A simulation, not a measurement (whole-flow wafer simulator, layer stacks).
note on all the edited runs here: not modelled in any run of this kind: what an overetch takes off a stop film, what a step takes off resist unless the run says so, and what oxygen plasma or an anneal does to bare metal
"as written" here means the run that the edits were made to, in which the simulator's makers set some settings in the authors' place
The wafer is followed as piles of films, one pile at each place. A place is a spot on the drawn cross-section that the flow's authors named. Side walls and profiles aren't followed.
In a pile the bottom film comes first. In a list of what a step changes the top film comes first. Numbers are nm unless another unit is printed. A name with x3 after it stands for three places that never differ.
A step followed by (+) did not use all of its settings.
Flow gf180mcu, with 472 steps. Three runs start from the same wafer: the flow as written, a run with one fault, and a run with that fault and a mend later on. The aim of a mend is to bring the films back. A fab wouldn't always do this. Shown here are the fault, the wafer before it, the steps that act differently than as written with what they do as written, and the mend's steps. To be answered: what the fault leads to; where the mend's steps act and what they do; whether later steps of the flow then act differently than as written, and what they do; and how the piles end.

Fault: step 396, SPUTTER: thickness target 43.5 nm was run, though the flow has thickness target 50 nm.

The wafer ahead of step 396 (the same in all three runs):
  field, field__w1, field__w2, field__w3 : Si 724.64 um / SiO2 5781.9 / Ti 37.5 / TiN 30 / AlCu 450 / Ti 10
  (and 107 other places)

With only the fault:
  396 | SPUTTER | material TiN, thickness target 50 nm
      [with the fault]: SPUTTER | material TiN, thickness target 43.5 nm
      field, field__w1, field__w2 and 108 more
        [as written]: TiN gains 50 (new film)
        [with the fault]: TiN gains 43.5 (new film)
  Steps later in the flow that act otherwise than as written (1 more step, not shown, differs only slightly: by at most 2% or 0.5 nm, whichever is larger):
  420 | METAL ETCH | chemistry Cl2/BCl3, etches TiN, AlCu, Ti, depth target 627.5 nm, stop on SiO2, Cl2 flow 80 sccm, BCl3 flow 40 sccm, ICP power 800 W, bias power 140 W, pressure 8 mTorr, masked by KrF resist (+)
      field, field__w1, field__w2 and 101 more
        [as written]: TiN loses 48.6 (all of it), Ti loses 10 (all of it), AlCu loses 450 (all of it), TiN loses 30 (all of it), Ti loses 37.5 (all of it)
        [with the fault]: TiN loses 42.1 (all of it), Ti loses 10 (all of it), AlCu loses 450 (all of it), TiN loses 30 (all of it), Ti loses 37.5 (all of it)
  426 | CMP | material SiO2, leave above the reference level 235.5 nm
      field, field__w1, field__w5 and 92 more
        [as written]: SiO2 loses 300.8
        [with the fault]: SiO2 loses 307.3
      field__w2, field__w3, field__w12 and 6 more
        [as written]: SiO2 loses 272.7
        [with the fault]: SiO2 loses 279.5
  At field__w4, field__w8, contact, m1, m1__w1, mim, mim_1p0, m1_nw, the piles at the end differ from the flow's by more than 2% or 0.5 nm, whichever is larger.
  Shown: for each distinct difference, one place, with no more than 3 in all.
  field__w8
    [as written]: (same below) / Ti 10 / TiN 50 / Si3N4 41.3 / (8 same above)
    [with the fault]: (same below) / Ti 10 / TiN 43.5 / Si3N4 41.3 / (8 same above)
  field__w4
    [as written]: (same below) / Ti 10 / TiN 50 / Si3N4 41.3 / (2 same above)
    [with the fault]: (same below) / Ti 10 / TiN 43.5 / Si3N4 41.3 / (2 same above)
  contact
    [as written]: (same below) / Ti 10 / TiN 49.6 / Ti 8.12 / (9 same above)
    [with the fault]: (same below) / Ti 10 / TiN 43.1 / Ti 8.12 / (9 same above)

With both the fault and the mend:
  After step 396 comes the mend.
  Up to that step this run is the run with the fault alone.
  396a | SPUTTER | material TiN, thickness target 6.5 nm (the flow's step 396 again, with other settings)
      field, field__w1, field__w2 and 108 more
        TiN gains 6.5
  None of the later steps of the flow acts differently than as written at any place that is followed.
  By the end, the piles equal the flow's at every place that both follow.
